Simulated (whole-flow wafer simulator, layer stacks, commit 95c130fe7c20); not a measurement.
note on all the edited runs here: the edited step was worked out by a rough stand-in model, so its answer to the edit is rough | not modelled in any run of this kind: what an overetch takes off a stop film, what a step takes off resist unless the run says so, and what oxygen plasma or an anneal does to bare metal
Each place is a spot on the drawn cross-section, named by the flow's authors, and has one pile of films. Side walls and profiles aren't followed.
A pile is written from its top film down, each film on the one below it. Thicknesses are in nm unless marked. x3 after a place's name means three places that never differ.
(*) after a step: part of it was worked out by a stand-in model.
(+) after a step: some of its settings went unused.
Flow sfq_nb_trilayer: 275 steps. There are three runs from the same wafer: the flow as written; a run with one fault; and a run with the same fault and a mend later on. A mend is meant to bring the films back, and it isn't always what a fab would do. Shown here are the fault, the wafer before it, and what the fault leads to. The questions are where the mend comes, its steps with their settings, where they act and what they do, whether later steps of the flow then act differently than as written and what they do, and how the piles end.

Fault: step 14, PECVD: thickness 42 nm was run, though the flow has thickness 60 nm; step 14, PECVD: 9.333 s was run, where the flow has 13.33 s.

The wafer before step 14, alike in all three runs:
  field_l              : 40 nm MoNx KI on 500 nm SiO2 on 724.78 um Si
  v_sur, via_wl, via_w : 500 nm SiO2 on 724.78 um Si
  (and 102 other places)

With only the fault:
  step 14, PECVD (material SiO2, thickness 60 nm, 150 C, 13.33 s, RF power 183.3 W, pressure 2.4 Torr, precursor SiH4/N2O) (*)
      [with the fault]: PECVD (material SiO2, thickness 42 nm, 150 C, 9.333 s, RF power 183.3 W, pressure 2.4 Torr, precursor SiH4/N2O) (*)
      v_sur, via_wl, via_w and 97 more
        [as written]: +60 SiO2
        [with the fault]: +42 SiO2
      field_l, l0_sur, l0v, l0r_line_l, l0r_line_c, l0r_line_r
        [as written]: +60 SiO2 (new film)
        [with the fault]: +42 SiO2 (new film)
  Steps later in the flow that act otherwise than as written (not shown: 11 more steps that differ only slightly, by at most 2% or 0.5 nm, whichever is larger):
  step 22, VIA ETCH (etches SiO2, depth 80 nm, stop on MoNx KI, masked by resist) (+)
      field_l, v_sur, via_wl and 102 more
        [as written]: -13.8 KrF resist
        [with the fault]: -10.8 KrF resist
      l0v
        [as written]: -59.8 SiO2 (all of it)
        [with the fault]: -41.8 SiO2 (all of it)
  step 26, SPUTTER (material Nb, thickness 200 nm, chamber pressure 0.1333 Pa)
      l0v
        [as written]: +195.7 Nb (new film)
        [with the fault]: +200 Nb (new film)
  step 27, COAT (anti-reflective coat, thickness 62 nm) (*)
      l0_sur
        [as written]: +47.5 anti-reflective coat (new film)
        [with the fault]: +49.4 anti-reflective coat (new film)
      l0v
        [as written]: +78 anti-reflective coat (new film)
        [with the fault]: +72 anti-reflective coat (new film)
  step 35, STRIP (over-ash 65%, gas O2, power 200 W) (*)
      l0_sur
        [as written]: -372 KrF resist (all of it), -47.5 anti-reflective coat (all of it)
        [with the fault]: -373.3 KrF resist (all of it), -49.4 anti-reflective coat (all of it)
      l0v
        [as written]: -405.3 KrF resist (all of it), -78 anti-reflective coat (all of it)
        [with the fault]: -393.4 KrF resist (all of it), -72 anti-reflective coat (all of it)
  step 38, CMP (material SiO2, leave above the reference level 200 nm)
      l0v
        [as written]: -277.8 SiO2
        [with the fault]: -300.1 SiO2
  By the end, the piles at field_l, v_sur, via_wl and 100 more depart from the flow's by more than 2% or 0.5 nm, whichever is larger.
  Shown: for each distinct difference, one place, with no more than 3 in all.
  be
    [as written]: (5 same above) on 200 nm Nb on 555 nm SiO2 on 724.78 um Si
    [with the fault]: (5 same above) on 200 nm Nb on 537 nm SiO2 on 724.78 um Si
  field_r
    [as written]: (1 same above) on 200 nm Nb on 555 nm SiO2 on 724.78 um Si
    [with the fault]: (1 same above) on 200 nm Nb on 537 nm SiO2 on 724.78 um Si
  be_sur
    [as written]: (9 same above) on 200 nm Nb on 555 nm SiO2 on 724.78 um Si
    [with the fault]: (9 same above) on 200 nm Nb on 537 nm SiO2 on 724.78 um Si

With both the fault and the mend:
  The mend follows step 14.
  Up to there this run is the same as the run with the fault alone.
  step 14a, PECVD (material SiO2, thickness 18 nm, 150 C, 4 s, RF power 183.3 W, pressure 2.4 Torr, precursor SiH4/N2O) (the flow's step 14, run once more with other settings)
      field_l, v_sur, via_wl and 103 more
        +18 SiO2
  Every later step of the flow that is run acts as written, at every place that is followed, to within 2% or 0.5 nm, whichever is larger.
  The piles end the same as the flow's at every place that both follow.
